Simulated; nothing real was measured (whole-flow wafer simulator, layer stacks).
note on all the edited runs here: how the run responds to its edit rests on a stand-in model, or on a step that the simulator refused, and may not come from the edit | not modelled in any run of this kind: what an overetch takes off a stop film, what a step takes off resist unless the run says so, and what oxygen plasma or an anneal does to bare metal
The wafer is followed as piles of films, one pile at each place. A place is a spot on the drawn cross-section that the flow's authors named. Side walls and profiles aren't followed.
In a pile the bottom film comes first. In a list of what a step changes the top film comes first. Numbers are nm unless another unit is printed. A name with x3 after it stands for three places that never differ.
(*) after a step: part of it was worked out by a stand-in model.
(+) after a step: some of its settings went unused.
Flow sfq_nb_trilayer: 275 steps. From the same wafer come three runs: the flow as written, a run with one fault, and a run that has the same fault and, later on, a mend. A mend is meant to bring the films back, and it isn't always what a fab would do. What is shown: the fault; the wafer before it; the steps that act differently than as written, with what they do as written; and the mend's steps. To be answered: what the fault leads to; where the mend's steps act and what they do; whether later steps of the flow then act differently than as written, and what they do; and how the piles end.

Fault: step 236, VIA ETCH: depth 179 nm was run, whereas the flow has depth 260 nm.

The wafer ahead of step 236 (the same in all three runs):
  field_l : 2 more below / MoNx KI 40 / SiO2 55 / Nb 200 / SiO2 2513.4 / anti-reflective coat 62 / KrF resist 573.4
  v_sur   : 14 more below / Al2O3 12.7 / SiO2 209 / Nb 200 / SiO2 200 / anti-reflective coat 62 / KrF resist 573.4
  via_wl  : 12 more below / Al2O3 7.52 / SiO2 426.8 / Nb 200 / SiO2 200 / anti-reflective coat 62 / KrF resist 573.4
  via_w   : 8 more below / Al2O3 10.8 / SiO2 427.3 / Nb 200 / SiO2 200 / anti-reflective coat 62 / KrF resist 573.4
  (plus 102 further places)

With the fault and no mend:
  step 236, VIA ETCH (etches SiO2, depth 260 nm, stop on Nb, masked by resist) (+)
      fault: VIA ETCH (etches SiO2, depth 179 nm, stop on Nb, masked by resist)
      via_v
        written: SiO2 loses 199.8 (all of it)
        fault: SiO2 loses 179
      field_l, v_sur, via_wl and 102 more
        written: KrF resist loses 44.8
        fault: KrF resist loses 30.9
  Steps further on in the flow that do not act as written (3 more steps, not shown, differ only slightly: by at most 2% or 0.5 nm, whichever is larger):
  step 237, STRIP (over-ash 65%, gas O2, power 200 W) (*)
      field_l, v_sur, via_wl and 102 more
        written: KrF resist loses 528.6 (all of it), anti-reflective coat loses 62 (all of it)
        fault: KrF resist loses 542.6 (all of it), anti-reflective coat loses 62 (all of it)
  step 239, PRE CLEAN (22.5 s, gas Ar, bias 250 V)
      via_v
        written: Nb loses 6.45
        fault: SiO2 loses 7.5
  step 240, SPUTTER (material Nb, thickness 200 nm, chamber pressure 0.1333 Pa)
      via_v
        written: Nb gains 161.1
        fault: Nb gains 165.9 (new film)
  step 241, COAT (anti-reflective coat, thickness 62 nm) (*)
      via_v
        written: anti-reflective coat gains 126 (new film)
        fault: anti-reflective coat gains 114.7 (new film)
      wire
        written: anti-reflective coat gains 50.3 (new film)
        fault: anti-reflective coat gains 48.7 (new film)
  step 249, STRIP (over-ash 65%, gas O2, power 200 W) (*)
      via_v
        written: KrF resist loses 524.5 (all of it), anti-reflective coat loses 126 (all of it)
        fault: KrF resist loses 512.8 (all of it), anti-reflective coat loses 114.7 (all of it)
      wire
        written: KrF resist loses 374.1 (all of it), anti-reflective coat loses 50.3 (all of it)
        fault: KrF resist loses 376.4 (all of it), anti-reflective coat loses 48.7 (all of it)
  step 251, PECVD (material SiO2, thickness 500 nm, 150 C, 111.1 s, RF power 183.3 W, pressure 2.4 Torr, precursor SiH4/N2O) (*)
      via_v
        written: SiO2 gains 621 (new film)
        fault: SiO2 gains 570.4 (new film)
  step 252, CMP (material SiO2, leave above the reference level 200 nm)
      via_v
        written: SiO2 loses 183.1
        fault: SiO2 loses 157.1
  At via_v, the piles at the end differ from the flow's by more than 2% or 0.5 nm, whichever is larger.
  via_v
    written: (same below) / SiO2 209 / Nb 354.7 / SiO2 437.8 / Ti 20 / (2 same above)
    fault: (same below) / SiO2 209 / Nb 200 / SiO2 13.3 / Nb 165.9 / SiO2 413.3 / Ti 20 / (2 same above)

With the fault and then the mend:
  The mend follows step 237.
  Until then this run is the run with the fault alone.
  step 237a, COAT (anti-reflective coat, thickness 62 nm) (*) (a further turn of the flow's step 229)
      p4_fl x3, p4_w1 x9, p4_g1 x2 and 63 more
        anti-reflective coat gains 62 (new film)
      moat, field_r, lsp_l and 6 more
        anti-reflective coat gains 61.8 (new film)
      be_r, r_sur, res, r_end
        anti-reflective coat gains 61.7 (new film)
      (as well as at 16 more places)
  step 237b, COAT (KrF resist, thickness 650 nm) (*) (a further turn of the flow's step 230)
      p4_fl x3, p4_w1 x9, p4_g1 x2 and 63 more
        KrF resist gains 650 (new film)
      lsp_l, ln_m5, lsp_m, ln_m6, lsp_r, l0_sur, l0v
        KrF resist gains 649.6 (new film)
      r_end, moat, field_r
        KrF resist gains 649.5 (new film)
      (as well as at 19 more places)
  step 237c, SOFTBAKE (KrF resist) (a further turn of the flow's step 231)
      leaves every film unchanged at each place that is followed
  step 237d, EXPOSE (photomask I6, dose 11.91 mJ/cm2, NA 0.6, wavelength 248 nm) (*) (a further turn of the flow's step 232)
      leaves every film unchanged at each place that is followed
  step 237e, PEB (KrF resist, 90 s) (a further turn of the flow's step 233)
      ce_r, sp_r, be_r and 89 more
        KrF resist loses 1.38
      field_l, v_sur, via_wl and 8 more
        KrF resist loses 1.37
      via_wr, be
        KrF resist loses 1.36
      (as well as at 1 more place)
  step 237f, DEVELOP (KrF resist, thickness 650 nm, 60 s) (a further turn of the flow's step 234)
      field_l, v_sur, via_wl and 102 more
        KrF resist loses 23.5
      via_v
        KrF resist loses 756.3 (all of it)
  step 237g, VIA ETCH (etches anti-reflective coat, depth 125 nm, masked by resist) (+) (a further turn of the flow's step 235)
      field_l, v_sur, via_wl and 102 more
        KrF resist loses 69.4
      via_v
        anti-reflective coat loses 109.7 (all of it)
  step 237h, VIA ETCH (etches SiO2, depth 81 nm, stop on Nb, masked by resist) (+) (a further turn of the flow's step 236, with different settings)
      field_l, v_sur, via_wl and 102 more
        KrF resist loses 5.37
      via_v
        SiO2 loses 20.8 (all of it)
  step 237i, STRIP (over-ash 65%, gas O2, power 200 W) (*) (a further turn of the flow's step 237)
      p4_fl x3, p4_w1 x9, p4_g1 x2 and 63 more
        KrF resist loses 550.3 (all of it), anti-reflective coat loses 62 (all of it)
      lsp_l, ln_m5, lsp_m, ln_m6, lsp_r, l0_sur, l0v
        KrF resist loses 549.9 (all of it), anti-reflective coat loses 61.8 (all of it)
      ce_r, sp_r
        KrF resist loses 549.4 (all of it), anti-reflective coat loses 61.6 (all of it)
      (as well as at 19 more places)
  None of the later steps of the flow differs from how it acts as written, at any place that is followed, by more than 2% or 0.5 nm, whichever is larger.
  The piles end the same as the flow's at every place that both follow.
